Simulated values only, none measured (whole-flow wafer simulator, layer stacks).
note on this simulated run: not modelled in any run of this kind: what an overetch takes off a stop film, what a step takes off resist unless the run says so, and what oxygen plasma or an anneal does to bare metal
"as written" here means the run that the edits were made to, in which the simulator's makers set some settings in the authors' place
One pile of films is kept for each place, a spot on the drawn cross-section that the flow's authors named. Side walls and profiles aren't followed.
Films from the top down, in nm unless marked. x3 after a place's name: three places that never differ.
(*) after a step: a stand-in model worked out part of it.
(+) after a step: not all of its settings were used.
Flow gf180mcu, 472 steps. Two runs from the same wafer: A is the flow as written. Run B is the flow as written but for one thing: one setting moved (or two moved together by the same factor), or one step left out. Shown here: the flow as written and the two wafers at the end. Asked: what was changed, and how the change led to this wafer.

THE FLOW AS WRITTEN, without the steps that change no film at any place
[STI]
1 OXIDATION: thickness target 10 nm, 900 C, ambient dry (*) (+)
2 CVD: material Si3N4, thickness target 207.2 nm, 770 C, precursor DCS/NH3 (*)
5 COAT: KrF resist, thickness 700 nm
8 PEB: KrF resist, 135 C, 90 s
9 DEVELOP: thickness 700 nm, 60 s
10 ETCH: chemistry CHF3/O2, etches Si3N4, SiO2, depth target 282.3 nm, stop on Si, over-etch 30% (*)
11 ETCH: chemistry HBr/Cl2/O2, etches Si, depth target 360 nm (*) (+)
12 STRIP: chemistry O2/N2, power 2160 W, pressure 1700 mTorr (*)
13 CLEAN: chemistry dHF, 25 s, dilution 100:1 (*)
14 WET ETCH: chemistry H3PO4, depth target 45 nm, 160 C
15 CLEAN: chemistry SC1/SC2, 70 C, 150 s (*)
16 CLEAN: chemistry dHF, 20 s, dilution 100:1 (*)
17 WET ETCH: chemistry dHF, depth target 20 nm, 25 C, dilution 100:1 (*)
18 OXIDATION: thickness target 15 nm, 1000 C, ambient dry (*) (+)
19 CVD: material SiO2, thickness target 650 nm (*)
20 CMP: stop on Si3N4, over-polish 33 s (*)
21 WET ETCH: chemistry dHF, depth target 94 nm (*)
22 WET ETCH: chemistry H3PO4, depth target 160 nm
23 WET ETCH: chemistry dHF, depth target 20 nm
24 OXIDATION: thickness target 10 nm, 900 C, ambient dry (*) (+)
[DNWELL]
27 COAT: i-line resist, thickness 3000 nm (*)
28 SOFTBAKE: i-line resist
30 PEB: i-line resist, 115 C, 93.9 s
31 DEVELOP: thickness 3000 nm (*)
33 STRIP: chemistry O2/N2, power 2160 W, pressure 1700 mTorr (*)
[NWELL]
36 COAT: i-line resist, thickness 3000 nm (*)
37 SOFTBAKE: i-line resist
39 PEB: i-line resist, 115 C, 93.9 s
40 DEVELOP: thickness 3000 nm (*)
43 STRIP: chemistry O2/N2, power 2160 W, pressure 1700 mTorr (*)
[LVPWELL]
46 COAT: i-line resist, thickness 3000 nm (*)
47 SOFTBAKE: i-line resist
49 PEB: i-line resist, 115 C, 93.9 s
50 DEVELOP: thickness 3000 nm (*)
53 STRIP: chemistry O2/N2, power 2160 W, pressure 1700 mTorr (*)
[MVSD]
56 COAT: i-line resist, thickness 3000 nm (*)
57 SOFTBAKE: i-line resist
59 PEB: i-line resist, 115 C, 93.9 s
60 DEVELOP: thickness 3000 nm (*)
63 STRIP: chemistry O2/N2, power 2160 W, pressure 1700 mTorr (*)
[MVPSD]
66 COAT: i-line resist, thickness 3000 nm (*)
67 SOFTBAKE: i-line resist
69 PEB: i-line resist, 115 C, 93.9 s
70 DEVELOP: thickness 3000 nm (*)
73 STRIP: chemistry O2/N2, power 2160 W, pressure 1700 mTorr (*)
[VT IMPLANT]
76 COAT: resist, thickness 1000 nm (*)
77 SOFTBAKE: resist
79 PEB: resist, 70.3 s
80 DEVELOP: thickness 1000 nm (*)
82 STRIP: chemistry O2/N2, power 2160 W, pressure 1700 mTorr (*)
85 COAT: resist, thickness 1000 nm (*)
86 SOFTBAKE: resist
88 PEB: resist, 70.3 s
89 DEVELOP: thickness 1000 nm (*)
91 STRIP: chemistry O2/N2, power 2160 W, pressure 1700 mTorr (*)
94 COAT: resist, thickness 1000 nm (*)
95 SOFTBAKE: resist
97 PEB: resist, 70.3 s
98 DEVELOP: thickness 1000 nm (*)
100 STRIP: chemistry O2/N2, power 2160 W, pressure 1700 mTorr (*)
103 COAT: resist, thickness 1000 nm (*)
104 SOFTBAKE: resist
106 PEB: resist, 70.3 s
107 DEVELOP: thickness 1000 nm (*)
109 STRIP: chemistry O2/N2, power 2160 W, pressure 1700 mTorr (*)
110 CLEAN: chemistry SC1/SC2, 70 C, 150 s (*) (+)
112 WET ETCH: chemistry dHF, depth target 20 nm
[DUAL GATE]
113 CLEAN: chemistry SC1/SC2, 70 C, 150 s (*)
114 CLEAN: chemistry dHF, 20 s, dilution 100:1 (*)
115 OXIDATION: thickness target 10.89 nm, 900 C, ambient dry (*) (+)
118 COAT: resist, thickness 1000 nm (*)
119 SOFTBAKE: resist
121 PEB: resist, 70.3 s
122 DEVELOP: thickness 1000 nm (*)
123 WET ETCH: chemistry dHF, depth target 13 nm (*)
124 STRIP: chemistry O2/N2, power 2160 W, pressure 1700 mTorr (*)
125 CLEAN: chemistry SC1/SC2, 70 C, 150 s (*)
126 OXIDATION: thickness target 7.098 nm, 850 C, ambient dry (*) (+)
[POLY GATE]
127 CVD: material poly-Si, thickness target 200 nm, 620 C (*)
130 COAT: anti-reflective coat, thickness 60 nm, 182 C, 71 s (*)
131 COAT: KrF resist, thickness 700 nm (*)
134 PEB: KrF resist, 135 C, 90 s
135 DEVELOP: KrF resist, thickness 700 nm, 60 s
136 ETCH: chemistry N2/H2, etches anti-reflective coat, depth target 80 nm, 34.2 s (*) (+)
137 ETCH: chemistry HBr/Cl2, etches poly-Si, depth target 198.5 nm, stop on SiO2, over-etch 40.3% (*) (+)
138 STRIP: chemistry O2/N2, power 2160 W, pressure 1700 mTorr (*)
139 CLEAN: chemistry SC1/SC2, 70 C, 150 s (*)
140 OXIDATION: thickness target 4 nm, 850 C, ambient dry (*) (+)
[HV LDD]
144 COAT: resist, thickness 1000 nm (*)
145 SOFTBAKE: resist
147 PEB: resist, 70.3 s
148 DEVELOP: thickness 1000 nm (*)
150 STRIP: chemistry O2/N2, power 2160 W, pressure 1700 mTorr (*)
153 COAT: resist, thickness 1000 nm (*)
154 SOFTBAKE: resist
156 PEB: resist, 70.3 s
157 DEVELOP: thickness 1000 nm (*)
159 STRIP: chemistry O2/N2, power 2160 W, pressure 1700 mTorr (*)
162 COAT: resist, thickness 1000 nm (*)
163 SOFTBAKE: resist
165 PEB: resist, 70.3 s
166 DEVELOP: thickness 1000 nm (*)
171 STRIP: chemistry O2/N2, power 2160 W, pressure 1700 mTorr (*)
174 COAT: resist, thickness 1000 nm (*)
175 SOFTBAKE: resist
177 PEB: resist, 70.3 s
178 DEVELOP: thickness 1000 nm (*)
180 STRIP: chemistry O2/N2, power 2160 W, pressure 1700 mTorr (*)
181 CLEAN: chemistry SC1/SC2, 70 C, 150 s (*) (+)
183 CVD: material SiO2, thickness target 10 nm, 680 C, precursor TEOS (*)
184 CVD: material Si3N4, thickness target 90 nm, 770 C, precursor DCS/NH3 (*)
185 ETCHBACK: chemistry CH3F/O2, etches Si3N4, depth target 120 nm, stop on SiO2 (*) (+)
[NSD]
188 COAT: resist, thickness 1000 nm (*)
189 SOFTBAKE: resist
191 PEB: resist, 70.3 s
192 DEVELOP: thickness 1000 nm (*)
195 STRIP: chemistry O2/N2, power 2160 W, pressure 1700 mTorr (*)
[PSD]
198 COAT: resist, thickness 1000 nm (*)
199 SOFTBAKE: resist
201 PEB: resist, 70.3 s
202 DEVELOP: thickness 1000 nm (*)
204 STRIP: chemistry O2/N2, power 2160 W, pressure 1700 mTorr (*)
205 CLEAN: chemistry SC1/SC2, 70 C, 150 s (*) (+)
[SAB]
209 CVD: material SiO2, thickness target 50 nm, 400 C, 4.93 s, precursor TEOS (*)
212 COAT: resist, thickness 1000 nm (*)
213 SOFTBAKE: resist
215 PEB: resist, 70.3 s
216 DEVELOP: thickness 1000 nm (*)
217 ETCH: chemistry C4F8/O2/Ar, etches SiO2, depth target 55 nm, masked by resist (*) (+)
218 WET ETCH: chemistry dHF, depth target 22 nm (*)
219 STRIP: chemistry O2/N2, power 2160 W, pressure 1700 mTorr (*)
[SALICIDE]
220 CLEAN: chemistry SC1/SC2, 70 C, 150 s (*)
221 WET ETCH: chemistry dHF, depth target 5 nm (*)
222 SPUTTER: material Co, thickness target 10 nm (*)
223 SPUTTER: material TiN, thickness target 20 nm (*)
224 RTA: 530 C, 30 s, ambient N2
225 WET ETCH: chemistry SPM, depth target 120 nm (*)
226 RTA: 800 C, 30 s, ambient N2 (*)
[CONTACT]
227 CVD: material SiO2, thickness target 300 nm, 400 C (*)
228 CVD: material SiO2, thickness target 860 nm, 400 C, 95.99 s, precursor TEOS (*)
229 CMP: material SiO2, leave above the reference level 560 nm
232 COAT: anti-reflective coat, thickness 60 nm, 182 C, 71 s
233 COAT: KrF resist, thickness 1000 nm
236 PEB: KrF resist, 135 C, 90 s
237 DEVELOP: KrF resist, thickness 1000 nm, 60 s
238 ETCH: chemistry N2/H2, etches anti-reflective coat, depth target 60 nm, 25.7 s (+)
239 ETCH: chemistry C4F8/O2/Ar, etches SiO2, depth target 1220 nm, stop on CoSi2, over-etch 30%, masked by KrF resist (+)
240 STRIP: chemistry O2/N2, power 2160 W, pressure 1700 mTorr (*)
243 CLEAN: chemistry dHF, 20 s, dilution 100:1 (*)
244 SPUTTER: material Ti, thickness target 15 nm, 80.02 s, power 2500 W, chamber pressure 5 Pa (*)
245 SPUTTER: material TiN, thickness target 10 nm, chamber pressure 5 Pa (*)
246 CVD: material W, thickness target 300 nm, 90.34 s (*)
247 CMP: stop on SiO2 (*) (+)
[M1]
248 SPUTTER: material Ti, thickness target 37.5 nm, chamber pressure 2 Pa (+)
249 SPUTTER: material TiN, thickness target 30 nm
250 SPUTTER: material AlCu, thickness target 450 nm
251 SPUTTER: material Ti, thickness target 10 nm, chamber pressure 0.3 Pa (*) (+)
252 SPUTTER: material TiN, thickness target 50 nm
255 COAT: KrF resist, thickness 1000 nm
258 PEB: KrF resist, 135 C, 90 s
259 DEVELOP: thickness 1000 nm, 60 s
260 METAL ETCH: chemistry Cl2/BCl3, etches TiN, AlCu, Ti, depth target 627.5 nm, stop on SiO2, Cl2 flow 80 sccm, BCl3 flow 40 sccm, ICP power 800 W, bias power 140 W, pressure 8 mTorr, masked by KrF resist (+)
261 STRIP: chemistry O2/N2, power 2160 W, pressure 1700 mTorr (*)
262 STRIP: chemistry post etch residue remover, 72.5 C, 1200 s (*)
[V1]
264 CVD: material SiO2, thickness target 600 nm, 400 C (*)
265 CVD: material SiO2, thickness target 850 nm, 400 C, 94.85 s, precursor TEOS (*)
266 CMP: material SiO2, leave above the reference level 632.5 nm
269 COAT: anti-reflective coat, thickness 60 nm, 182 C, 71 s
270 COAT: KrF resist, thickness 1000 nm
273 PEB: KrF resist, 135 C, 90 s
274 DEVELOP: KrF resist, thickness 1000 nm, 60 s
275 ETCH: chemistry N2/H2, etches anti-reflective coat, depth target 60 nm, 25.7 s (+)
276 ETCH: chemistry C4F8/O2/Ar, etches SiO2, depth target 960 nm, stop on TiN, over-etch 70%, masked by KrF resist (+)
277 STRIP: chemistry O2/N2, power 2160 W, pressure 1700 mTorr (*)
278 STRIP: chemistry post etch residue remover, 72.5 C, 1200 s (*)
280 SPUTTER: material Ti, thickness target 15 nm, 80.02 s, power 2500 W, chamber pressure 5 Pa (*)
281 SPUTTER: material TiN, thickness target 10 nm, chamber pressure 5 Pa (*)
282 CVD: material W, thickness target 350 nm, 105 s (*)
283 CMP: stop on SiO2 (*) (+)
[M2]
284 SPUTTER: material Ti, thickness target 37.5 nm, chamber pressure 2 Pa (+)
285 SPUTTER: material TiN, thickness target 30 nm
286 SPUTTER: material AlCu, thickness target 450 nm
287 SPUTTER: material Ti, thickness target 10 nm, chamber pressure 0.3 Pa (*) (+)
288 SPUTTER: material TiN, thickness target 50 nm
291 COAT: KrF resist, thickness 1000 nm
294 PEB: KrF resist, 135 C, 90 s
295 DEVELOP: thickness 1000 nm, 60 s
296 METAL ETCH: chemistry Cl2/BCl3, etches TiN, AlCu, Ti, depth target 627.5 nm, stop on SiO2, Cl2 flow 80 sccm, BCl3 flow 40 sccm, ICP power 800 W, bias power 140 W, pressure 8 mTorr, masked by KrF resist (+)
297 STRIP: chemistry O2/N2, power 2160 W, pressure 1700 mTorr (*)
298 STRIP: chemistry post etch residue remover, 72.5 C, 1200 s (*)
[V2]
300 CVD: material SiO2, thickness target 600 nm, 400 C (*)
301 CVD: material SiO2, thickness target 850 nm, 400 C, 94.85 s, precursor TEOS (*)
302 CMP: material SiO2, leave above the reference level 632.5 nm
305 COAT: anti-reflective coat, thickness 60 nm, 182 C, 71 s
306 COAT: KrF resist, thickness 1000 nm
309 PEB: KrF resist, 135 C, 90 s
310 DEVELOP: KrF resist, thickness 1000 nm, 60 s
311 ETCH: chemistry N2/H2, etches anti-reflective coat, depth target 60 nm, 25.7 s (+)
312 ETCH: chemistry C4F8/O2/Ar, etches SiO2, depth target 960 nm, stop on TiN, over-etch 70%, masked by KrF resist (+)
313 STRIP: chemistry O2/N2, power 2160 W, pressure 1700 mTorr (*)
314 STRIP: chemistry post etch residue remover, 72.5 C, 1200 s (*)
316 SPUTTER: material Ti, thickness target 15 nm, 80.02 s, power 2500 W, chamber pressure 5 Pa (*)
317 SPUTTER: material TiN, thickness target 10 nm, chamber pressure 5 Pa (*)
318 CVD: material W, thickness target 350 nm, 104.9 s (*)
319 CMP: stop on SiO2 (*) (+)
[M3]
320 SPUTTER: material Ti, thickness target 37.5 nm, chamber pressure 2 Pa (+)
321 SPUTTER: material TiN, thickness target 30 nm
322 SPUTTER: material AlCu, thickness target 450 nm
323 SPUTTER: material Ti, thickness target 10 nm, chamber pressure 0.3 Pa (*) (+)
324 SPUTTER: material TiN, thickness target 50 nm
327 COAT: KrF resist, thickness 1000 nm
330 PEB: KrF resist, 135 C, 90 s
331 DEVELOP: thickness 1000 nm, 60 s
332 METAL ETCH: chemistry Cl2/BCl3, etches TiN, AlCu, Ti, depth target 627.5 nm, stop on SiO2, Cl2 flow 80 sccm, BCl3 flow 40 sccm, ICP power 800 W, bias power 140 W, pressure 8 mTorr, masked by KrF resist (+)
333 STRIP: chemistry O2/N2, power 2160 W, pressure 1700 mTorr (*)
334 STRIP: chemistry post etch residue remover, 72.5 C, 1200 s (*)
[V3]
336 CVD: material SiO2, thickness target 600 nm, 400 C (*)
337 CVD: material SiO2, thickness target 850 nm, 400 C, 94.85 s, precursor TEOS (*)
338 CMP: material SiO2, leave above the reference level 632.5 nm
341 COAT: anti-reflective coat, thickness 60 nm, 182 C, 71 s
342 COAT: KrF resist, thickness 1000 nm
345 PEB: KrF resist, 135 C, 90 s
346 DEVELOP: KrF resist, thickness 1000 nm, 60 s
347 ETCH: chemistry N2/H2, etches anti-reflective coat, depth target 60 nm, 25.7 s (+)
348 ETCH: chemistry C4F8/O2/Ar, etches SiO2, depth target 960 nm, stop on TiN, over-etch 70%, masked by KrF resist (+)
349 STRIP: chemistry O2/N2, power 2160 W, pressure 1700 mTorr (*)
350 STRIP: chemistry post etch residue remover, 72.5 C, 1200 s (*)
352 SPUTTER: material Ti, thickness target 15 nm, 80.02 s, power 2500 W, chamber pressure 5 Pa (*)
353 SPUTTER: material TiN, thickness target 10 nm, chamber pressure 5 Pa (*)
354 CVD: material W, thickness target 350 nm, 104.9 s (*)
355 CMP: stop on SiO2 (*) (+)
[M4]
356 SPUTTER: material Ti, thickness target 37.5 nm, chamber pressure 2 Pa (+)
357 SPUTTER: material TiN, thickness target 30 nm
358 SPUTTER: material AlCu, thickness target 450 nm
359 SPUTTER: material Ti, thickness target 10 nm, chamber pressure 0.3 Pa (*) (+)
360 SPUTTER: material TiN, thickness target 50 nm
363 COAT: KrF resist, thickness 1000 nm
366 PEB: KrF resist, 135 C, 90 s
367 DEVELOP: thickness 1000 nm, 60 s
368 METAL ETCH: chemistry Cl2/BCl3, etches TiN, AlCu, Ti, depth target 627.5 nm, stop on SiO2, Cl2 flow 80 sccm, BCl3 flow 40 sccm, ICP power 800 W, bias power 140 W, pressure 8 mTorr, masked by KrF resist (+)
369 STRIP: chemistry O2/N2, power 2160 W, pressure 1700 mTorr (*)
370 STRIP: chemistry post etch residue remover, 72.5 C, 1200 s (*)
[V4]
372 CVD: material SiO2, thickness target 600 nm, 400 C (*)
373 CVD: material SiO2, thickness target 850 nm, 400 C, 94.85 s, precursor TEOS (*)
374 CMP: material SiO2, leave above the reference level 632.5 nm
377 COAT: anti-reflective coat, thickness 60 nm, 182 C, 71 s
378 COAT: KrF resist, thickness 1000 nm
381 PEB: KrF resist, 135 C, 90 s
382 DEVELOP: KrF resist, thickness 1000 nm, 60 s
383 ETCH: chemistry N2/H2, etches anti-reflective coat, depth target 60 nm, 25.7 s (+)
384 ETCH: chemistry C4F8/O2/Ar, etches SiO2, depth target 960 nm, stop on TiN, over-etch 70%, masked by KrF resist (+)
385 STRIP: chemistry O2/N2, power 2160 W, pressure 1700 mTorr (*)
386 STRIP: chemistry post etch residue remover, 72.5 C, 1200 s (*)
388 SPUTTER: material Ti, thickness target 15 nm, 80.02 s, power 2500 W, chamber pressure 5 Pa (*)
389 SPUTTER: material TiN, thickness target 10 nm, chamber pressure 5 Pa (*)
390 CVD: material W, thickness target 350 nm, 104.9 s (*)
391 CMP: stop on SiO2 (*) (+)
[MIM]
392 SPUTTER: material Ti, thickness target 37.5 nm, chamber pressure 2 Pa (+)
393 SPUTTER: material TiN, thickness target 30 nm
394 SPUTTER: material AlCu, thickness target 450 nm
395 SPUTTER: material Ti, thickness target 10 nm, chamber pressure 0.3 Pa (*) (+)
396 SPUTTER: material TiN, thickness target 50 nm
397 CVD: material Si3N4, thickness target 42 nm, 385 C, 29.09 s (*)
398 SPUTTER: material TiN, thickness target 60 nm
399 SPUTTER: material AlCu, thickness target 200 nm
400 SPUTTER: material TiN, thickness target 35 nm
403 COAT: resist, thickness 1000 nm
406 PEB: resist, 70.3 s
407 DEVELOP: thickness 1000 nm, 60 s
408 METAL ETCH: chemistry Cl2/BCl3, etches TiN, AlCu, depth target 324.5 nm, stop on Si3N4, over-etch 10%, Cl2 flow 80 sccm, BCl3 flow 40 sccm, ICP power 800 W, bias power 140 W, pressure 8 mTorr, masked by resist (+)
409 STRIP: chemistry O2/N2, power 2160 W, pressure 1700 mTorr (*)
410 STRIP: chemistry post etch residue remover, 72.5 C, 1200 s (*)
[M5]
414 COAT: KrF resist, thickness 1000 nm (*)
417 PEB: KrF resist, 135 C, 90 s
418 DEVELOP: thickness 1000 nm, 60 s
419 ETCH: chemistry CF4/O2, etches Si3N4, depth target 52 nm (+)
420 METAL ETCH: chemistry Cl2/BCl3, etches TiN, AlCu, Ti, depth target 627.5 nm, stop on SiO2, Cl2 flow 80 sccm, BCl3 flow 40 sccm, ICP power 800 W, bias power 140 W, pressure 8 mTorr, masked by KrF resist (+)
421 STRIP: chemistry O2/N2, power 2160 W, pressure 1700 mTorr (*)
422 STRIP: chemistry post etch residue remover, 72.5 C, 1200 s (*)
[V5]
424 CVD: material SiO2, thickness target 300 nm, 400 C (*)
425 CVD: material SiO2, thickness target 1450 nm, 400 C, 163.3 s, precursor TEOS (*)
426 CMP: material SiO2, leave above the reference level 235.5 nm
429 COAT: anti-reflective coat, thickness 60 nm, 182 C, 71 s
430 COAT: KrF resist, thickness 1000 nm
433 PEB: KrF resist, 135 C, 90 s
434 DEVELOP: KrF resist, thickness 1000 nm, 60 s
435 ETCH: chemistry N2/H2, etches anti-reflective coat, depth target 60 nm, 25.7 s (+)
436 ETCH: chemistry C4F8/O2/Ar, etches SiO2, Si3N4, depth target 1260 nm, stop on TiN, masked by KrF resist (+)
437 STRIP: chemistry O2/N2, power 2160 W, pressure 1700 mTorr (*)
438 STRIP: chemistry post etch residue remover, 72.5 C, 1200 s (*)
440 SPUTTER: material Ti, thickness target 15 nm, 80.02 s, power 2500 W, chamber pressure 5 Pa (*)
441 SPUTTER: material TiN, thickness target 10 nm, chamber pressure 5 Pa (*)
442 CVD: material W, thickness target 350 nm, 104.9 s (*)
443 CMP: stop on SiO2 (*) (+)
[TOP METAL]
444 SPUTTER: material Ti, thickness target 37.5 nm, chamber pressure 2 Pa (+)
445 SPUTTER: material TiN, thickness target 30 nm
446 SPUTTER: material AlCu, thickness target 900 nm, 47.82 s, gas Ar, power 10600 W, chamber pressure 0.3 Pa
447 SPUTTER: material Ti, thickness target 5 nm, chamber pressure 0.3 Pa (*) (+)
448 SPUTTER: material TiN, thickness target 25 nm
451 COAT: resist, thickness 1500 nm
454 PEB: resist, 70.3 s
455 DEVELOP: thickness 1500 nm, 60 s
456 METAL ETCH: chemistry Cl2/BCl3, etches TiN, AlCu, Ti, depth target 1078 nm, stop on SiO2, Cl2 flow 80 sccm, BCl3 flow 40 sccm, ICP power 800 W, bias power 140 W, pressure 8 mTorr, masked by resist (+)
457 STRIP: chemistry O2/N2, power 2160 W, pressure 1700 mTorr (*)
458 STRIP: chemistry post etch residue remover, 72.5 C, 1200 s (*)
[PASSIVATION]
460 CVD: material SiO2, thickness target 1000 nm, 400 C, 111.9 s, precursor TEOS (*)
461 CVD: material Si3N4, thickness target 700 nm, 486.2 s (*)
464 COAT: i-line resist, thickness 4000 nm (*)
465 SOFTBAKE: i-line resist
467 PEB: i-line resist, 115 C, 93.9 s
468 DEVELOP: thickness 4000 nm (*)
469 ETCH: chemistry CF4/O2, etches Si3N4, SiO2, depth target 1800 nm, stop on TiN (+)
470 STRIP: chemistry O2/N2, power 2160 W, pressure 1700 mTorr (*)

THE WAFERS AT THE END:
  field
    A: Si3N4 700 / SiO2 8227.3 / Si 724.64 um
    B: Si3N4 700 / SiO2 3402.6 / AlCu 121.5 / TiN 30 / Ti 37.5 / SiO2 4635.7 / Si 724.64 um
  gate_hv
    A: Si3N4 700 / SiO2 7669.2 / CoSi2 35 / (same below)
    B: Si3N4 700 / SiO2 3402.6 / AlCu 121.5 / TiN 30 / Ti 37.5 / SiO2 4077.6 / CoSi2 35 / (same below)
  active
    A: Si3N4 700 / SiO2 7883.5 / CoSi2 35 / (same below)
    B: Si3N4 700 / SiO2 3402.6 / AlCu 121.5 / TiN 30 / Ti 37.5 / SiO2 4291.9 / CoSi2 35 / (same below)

The cause: step 368, METAL ETCH: depth target 382.8 nm was run, where the flow has depth target 627.5 nm.

How the change led to this, step by step:
  368 METAL ETCH: chemistry Cl2/BCl3, etches TiN, AlCu, Ti, depth target 627.5 nm, stop on SiO2, Cl2 flow 80 sccm, BCl3 flow 40 sccm, ICP power 800 W, bias power 140 W, pressure 8 mTorr, masked by KrF resist (+)
      field, field__w1, field__w2 and 103 more: A TiN -50 (all of it), Ti -10 (all of it), AlCu -450 (all of it), TiN -30 (all of it), Ti -37.5 (all of it) | B TiN -50 (all of it), Ti -10 (all of it), AlCu -322.8
      field__w8, contact, m1, m1__w1, m1_nw: A KrF resist -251 | B KrF resist -153.1
  369 STRIP: chemistry O2/N2, power 2160 W, pressure 1700 mTorr (*)
      field__w8, contact, m1, m1__w1, m1_nw: A KrF resist -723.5 (all of it) | B KrF resist -821.4 (all of it)
  370 STRIP: chemistry post etch residue remover, 72.5 C, 1200 s (*)
      field, field__w1, field__w2 and 103 more: A nothing | B AlCu -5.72
  372 CVD: material SiO2, thickness target 600 nm, 400 C (*)
      field, field__w1, field__w2 and 103 more: A SiO2 +600 | B SiO2 +600 (new film)
  374 CMP: material SiO2, leave above the reference level 632.5 nm
      field, field__w1, field__w2 and 103 more: A SiO2 -300 | B SiO2 -489
Counting metal films that touch as one body, field has 1 body; the flow as written gives 0 bodies.
Counting metal films that touch as one body, gate_hv has 2 bodies (between them, from the top down: SiO2 4077.6); the flow as written gives 1 body.
Counting metal films that touch as one body, active has 2 bodies (between them, from the top down: SiO2 4291.9); the flow as written gives 1 body.
